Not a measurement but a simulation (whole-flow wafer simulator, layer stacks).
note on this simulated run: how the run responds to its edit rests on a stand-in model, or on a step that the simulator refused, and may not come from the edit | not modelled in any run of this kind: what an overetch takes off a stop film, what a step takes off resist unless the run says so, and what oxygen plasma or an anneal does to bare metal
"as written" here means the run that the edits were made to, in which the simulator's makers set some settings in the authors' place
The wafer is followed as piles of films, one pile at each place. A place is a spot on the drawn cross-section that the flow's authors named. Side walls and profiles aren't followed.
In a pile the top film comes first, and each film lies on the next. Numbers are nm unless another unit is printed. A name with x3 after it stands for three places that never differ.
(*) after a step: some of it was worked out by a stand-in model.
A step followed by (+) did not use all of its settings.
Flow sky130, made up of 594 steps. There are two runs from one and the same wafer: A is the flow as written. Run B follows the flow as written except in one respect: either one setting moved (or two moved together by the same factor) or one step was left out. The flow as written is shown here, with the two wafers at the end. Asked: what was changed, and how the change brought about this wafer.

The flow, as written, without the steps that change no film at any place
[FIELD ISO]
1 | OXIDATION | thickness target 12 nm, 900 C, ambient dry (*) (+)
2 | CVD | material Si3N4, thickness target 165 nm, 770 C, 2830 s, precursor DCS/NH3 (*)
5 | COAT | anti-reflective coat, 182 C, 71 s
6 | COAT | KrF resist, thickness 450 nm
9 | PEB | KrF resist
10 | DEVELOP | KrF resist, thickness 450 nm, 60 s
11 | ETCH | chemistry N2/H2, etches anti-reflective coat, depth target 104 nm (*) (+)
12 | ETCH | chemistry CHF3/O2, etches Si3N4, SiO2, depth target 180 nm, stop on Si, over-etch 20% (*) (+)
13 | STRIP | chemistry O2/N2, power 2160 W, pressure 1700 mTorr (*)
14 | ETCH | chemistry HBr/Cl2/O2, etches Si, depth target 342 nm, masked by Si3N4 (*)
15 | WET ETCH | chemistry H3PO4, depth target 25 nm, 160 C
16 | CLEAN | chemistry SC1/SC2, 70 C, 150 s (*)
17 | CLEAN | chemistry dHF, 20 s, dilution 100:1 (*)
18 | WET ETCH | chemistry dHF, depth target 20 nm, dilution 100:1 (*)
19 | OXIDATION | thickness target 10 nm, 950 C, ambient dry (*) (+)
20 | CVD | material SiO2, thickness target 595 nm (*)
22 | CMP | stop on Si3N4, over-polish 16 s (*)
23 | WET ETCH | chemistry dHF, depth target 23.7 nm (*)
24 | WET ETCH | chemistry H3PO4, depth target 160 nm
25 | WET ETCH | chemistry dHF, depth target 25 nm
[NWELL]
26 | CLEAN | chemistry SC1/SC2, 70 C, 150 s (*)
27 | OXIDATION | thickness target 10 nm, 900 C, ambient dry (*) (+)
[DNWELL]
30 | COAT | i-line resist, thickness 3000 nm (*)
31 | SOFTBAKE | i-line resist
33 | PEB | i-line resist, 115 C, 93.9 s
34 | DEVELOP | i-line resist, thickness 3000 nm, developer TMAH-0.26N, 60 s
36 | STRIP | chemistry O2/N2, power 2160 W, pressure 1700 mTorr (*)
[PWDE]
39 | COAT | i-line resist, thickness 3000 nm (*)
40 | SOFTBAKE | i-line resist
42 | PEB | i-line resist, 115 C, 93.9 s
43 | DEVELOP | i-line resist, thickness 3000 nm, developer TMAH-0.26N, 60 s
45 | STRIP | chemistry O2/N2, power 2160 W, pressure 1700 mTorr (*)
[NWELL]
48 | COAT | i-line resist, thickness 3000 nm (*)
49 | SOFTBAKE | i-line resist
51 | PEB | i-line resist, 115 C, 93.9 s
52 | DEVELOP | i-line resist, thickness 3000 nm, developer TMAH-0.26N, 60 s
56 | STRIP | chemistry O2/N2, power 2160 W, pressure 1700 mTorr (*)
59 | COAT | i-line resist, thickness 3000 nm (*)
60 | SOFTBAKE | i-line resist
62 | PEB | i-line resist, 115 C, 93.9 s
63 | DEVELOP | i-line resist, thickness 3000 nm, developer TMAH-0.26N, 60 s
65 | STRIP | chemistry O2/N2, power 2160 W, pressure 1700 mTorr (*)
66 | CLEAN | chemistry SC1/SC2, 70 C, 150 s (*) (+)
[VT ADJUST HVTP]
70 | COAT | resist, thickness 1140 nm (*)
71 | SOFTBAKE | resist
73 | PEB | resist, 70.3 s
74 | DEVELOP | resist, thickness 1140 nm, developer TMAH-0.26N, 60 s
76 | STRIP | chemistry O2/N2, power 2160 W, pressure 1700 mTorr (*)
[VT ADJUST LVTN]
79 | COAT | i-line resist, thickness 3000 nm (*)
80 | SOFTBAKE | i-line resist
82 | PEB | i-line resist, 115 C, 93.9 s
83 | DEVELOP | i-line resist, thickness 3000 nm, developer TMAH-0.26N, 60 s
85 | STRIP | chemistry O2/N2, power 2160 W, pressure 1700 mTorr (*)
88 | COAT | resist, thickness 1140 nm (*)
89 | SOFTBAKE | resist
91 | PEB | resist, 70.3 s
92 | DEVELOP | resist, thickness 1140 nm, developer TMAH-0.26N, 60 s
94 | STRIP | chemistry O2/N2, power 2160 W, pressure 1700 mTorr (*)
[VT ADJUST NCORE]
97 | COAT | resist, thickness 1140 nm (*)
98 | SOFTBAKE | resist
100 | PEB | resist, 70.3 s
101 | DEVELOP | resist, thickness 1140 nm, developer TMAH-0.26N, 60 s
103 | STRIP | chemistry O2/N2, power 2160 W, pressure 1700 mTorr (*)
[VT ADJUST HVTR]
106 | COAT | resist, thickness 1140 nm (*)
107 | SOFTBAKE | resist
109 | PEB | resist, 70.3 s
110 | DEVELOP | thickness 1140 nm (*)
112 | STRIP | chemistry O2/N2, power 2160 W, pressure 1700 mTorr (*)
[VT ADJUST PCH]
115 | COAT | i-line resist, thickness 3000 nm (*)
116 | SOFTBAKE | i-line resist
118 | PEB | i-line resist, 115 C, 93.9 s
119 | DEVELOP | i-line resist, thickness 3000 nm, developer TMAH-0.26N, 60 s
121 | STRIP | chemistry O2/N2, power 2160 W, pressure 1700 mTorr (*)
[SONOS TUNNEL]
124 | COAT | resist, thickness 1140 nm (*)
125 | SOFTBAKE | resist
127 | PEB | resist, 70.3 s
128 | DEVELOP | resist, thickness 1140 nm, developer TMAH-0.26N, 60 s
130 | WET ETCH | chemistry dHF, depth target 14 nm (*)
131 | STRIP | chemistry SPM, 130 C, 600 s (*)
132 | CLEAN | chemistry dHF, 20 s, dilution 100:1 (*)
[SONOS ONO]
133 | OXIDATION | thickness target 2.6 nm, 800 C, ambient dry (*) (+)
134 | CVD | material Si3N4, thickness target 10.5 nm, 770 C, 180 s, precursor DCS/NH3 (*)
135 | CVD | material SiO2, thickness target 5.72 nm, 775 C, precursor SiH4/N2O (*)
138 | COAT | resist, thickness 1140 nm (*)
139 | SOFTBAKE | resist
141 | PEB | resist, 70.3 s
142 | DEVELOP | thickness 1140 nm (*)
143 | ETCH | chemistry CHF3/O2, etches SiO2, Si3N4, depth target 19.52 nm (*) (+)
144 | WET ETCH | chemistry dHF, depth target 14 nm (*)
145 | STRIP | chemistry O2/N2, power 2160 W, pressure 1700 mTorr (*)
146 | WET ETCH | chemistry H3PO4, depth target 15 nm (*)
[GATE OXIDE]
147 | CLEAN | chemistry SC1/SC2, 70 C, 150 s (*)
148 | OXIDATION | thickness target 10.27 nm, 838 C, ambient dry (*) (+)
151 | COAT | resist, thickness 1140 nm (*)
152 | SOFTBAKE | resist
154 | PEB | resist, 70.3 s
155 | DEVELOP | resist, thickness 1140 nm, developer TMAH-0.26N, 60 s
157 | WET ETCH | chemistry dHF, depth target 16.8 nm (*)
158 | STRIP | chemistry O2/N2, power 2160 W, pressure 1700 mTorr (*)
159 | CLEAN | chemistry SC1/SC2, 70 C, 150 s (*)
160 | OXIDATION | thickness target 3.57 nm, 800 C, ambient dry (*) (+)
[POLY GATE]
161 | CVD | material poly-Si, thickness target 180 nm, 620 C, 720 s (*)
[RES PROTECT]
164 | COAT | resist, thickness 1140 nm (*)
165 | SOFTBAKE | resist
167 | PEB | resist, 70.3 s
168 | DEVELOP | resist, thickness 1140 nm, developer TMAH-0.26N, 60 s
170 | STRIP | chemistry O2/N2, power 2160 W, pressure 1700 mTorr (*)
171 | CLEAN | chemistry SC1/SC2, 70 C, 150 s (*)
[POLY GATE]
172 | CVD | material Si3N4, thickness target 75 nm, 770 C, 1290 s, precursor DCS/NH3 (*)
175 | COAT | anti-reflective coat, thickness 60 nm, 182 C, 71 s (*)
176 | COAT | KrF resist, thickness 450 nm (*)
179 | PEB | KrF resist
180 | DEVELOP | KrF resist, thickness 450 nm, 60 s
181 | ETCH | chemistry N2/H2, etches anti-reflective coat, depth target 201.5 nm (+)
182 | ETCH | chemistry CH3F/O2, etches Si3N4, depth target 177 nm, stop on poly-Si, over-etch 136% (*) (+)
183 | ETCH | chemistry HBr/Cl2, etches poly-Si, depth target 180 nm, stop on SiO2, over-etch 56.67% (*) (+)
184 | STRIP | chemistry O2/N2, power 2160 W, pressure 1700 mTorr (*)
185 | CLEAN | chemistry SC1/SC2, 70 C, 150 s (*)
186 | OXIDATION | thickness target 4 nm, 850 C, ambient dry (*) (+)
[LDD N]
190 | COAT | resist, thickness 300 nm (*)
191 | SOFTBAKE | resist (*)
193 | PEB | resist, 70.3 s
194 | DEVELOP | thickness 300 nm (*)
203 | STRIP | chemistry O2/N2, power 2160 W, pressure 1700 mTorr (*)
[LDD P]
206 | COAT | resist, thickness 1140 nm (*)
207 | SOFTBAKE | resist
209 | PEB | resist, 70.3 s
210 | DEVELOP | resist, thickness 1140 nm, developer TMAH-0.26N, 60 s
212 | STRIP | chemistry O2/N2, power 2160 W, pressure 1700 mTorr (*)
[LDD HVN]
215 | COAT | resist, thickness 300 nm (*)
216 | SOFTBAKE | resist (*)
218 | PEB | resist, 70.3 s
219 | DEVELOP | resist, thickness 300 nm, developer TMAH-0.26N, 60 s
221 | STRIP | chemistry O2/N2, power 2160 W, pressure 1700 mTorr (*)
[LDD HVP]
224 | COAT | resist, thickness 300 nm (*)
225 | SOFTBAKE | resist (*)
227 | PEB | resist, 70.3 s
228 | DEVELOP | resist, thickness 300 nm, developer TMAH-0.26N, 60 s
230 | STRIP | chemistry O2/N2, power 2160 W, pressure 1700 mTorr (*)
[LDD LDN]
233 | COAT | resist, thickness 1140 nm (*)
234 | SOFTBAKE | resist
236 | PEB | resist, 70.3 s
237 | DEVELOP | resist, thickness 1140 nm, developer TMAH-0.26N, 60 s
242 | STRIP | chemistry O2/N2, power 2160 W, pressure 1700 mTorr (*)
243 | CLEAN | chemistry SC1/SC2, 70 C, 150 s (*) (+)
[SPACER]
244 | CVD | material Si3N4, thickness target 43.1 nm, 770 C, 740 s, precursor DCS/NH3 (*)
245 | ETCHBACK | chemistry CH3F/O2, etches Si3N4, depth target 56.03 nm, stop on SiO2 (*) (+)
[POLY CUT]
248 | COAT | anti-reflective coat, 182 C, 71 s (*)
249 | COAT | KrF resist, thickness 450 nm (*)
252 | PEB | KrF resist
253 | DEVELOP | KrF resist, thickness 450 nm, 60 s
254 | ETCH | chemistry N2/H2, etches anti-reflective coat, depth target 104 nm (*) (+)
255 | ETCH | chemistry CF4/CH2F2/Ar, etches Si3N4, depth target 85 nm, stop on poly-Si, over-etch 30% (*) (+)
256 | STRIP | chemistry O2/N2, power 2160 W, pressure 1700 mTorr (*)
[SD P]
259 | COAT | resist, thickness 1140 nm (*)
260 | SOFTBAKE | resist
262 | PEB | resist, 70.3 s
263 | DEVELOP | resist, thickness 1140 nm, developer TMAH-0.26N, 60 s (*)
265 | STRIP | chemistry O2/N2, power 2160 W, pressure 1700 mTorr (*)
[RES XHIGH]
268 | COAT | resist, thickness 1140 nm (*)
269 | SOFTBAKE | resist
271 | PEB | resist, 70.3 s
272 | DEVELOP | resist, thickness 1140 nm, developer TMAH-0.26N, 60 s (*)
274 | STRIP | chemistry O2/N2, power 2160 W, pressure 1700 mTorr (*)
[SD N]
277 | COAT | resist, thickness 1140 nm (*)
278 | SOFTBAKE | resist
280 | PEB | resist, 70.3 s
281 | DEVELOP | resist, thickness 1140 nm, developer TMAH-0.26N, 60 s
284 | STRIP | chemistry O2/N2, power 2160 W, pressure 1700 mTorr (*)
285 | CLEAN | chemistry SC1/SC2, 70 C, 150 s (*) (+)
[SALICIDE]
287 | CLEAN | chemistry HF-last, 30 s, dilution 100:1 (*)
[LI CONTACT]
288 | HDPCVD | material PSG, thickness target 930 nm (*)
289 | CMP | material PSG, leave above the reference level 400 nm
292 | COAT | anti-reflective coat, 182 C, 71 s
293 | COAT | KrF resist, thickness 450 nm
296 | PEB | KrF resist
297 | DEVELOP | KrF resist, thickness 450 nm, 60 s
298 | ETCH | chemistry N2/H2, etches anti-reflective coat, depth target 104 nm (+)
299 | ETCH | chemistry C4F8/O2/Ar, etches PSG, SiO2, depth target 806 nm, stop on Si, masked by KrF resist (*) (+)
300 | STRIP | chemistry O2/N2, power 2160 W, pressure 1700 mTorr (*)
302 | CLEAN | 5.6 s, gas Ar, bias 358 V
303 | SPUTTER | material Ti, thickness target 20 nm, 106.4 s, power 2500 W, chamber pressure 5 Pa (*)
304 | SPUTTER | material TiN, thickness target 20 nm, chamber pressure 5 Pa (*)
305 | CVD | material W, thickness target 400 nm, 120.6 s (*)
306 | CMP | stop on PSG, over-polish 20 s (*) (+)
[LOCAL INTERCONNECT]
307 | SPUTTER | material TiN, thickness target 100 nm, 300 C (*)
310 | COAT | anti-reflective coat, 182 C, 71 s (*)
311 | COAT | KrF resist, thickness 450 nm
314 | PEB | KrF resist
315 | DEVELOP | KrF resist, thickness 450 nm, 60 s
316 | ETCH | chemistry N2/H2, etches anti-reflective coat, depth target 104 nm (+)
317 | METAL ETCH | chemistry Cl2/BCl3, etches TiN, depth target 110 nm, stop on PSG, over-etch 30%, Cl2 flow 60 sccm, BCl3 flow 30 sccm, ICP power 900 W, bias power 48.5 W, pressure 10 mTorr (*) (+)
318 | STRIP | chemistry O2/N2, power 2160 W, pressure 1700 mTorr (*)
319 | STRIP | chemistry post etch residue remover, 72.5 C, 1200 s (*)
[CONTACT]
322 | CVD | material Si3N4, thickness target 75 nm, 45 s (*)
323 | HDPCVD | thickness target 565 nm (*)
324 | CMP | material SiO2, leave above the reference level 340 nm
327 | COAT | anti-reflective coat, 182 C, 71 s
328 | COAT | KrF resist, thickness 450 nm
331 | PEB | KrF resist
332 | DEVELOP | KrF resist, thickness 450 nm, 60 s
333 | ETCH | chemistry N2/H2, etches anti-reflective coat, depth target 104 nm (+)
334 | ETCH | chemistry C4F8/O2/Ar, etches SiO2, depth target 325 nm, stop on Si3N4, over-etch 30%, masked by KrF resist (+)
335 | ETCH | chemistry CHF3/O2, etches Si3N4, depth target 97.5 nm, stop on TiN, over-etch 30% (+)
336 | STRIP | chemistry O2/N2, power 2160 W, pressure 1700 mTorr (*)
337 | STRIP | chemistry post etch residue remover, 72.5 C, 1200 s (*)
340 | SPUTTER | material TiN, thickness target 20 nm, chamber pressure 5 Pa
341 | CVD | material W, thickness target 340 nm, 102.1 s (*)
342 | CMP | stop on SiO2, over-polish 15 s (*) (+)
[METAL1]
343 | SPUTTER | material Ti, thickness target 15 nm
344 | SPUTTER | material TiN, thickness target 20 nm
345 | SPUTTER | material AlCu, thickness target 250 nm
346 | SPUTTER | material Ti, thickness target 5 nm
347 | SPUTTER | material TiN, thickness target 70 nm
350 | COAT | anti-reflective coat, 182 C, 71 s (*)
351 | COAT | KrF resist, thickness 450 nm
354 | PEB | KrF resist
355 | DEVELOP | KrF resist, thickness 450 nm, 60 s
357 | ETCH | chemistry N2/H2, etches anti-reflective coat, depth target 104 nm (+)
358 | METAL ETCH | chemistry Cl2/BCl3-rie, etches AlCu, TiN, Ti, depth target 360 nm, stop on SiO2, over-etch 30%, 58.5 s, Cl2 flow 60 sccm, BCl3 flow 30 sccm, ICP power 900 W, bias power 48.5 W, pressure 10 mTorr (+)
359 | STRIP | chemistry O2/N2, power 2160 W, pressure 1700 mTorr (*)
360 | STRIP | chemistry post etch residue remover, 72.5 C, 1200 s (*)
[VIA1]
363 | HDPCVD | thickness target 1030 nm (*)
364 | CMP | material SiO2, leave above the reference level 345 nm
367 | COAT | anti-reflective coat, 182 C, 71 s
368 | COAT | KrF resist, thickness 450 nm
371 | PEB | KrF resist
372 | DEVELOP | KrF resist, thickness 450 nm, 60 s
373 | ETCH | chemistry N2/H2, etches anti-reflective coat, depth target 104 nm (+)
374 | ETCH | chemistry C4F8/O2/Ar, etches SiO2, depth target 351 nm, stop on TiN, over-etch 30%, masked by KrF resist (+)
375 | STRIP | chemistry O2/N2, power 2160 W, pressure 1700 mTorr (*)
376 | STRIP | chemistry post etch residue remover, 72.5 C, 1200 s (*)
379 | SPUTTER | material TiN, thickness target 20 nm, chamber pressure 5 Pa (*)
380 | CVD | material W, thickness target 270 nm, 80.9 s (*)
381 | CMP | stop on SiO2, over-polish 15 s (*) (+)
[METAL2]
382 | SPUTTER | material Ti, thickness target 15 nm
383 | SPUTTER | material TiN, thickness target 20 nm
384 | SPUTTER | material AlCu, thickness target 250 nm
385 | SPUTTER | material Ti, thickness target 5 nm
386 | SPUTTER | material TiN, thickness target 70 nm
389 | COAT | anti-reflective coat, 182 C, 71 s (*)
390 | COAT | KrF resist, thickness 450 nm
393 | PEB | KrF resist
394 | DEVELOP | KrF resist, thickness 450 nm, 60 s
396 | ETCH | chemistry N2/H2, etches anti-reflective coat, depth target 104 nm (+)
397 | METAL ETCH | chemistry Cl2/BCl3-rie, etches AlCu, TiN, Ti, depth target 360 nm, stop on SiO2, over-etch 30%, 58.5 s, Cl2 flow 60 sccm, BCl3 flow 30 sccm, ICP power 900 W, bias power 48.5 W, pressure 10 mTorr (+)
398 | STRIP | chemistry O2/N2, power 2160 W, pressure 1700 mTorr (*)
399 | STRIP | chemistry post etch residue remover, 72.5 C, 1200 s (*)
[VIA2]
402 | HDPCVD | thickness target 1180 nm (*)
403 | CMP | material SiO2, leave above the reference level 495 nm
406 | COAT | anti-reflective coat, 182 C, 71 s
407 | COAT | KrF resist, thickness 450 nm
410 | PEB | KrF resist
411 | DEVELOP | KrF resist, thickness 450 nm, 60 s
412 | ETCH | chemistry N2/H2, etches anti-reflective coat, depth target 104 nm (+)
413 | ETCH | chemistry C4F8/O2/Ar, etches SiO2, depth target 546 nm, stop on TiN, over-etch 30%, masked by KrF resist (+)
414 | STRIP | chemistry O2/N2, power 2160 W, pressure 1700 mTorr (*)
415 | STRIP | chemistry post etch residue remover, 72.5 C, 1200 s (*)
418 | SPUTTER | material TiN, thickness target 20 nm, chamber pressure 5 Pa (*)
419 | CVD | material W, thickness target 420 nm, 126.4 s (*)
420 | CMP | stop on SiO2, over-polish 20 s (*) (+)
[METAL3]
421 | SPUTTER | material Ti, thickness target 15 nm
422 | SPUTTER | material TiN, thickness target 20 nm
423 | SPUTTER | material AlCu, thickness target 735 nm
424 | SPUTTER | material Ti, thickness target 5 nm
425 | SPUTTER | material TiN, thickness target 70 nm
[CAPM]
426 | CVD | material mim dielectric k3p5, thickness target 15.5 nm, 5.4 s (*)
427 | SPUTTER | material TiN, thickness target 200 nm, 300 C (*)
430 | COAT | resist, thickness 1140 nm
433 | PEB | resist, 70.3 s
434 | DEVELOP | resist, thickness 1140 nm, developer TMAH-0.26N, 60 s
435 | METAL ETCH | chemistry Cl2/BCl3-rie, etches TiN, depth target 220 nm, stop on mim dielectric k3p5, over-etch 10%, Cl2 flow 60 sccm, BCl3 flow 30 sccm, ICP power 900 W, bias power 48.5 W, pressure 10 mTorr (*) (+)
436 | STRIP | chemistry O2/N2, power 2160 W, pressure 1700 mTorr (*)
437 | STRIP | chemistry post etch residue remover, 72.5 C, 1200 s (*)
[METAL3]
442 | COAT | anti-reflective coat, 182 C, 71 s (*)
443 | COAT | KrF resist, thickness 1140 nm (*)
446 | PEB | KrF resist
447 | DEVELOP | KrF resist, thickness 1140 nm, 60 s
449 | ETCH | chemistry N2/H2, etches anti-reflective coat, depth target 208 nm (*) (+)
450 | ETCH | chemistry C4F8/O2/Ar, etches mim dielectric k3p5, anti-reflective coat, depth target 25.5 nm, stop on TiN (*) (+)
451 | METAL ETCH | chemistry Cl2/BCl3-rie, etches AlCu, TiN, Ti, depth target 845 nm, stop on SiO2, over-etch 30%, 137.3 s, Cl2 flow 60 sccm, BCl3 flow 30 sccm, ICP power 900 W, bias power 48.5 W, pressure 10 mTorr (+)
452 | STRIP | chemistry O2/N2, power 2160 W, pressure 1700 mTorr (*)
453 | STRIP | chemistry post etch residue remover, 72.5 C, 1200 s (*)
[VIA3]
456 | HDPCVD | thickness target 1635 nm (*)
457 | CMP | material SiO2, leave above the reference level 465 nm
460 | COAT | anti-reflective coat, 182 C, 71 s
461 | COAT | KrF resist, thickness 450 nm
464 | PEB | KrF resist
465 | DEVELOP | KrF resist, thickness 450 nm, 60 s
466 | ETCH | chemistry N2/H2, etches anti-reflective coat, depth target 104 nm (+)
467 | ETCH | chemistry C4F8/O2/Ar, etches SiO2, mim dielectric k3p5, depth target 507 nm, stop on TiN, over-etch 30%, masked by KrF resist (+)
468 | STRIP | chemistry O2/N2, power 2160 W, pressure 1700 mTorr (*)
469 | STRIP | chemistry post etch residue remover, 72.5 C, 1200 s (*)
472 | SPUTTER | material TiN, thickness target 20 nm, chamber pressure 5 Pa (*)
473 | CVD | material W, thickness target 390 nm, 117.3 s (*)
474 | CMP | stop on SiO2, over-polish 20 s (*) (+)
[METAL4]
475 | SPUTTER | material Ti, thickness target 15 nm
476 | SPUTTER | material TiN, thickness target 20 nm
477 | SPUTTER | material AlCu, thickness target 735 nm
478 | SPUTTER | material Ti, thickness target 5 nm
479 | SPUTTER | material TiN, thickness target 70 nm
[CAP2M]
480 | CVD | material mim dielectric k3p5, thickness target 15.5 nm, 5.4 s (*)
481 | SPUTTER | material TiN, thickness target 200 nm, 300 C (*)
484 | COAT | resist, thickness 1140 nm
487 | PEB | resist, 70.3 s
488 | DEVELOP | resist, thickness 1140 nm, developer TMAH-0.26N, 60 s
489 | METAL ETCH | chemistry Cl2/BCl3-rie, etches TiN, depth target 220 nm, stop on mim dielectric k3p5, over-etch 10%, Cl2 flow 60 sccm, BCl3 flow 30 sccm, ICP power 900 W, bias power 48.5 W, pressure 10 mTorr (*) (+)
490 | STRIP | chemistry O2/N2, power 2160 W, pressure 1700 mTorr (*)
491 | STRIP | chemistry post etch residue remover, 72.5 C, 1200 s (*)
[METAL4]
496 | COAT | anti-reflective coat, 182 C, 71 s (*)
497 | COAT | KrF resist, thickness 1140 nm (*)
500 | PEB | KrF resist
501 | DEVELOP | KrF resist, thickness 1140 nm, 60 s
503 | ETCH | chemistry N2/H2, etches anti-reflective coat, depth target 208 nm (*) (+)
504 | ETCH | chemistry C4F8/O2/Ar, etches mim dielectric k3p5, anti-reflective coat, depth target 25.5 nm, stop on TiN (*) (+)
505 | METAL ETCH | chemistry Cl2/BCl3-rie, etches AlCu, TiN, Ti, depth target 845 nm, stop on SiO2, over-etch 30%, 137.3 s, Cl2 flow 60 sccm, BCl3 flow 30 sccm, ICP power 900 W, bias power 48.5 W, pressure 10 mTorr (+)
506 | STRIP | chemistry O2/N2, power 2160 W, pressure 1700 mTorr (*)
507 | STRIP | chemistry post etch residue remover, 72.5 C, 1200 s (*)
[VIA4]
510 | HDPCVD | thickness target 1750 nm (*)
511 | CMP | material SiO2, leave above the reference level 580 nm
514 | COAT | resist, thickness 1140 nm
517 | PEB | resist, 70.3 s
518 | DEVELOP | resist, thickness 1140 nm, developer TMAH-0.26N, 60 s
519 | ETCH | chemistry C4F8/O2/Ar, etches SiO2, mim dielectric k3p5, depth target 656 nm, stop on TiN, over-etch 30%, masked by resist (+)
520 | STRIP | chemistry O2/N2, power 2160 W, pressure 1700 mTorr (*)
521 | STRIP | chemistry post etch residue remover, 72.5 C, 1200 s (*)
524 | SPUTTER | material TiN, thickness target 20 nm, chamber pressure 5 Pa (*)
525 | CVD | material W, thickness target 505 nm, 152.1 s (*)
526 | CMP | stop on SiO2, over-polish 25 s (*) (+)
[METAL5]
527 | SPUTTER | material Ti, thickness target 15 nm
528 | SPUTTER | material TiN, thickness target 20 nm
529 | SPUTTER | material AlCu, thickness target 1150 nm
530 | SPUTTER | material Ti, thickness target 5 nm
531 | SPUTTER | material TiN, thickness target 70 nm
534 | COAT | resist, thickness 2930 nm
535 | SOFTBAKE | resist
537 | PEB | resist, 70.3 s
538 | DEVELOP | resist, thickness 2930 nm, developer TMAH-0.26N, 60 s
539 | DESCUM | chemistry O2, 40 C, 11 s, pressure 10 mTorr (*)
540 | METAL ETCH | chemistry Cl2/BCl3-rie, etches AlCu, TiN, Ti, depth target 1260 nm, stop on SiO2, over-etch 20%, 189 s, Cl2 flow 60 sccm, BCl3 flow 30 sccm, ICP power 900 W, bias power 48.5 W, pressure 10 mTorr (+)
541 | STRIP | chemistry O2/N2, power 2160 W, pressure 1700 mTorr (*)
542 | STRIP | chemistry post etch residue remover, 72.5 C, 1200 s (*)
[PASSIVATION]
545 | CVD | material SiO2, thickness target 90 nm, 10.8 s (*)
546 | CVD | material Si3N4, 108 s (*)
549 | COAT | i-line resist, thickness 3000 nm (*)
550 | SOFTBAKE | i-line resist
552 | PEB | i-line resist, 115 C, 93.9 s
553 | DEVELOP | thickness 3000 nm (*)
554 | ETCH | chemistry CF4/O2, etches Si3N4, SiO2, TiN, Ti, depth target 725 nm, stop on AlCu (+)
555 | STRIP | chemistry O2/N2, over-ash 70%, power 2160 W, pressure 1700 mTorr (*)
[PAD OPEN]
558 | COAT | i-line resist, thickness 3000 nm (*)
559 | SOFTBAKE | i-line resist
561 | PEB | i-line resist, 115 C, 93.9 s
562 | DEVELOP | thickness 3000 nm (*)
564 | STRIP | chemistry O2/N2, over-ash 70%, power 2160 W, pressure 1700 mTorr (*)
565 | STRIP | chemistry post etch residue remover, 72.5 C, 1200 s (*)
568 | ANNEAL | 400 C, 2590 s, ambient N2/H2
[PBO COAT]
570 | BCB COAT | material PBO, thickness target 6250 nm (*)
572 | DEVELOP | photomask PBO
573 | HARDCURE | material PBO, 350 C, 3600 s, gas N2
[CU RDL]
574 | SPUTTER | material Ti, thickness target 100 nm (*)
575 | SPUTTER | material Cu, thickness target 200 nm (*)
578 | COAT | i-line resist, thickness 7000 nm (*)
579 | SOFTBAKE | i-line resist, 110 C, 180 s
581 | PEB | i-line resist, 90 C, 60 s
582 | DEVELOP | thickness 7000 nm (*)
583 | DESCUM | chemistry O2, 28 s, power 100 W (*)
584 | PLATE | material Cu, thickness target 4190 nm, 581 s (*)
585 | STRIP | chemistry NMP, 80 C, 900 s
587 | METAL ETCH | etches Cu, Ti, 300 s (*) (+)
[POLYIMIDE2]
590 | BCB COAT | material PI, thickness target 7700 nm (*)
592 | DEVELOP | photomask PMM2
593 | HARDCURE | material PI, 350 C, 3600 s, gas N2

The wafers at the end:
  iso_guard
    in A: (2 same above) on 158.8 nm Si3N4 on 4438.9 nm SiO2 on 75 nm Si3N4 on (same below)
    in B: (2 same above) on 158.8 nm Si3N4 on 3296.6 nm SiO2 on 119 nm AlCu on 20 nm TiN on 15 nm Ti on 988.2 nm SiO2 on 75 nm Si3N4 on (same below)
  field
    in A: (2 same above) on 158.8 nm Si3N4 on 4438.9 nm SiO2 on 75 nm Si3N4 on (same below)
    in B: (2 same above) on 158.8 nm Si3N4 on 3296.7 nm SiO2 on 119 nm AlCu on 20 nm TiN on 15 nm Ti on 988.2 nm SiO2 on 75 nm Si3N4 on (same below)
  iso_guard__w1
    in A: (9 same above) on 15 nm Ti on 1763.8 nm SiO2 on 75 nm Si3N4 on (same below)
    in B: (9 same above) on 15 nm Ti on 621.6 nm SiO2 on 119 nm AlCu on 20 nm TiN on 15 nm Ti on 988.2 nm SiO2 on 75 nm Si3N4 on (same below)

Cause: step 397, METAL ETCH: depth target 153 nm was run, whereas the flow has depth target 360 nm; step 397, METAL ETCH: 24.9 s was run, where the flow has 58.5 s.

Step by step, how the change led to this:
  397 | METAL ETCH | chemistry Cl2/BCl3-rie, etches AlCu, TiN, Ti, depth target 360 nm, stop on SiO2, over-etch 30%, 58.5 s, Cl2 flow 60 sccm, BCl3 flow 30 sccm, ICP power 900 W, bias power 48.5 W, pressure 10 mTorr (+)
      field, active, gate and 82 more: A -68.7 TiN (all of it), -5 Ti (all of it), -250 AlCu (all of it), -20 TiN (all of it), -15 Ti (all of it), -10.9 SiO2 | B -68.7 TiN (all of it), -5 Ti (all of it), -125.2 AlCu
      n_well, p_well, gate_hv and 99 more: A -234 KrF resist | B -99.4 KrF resist
      (as well as at 4 more places)
  398 | STRIP | chemistry O2/N2, power 2160 W, pressure 1700 mTorr (*)
      gate_hv, mim, dice_street and 96 more: A -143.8 KrF resist (all of it), -80 anti-reflective coat (all of it) | B -278.4 KrF resist (all of it), -80 anti-reflective coat (all of it)
      n_well, p_well, sd_n, sd_p, pad: A -143.8 KrF resist (all of it), -80 anti-reflective coat (all of it) | B -278.3 KrF resist (all of it), -80 anti-reflective coat (all of it)
      (as well as at 2 more places)
  399 | STRIP | chemistry post etch residue remover, 72.5 C, 1200 s (*)
      field, active, gate and 82 more: A nothing | B -5.72 AlCu
  402 | HDPCVD | thickness target 1180 nm (*)
      field, active, gate and 82 more: A +1180 SiO2 | B +1180 SiO2 (new film)
  403 | CMP | material SiO2, leave above the reference level 495 nm
      field, active, gate and 82 more: A -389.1 SiO2 | B -554 SiO2
If metal films that touch count as one body, iso_guard has 1 body; the flow as written gives 0 bodies.
If metal films that touch count as one body, field has 1 body; the flow as written gives 0 bodies.
If metal films that touch count as one body, iso_guard__w1 has 2 bodies (between them, from the top down: SiO2 621.6); the flow as written gives 1 body.
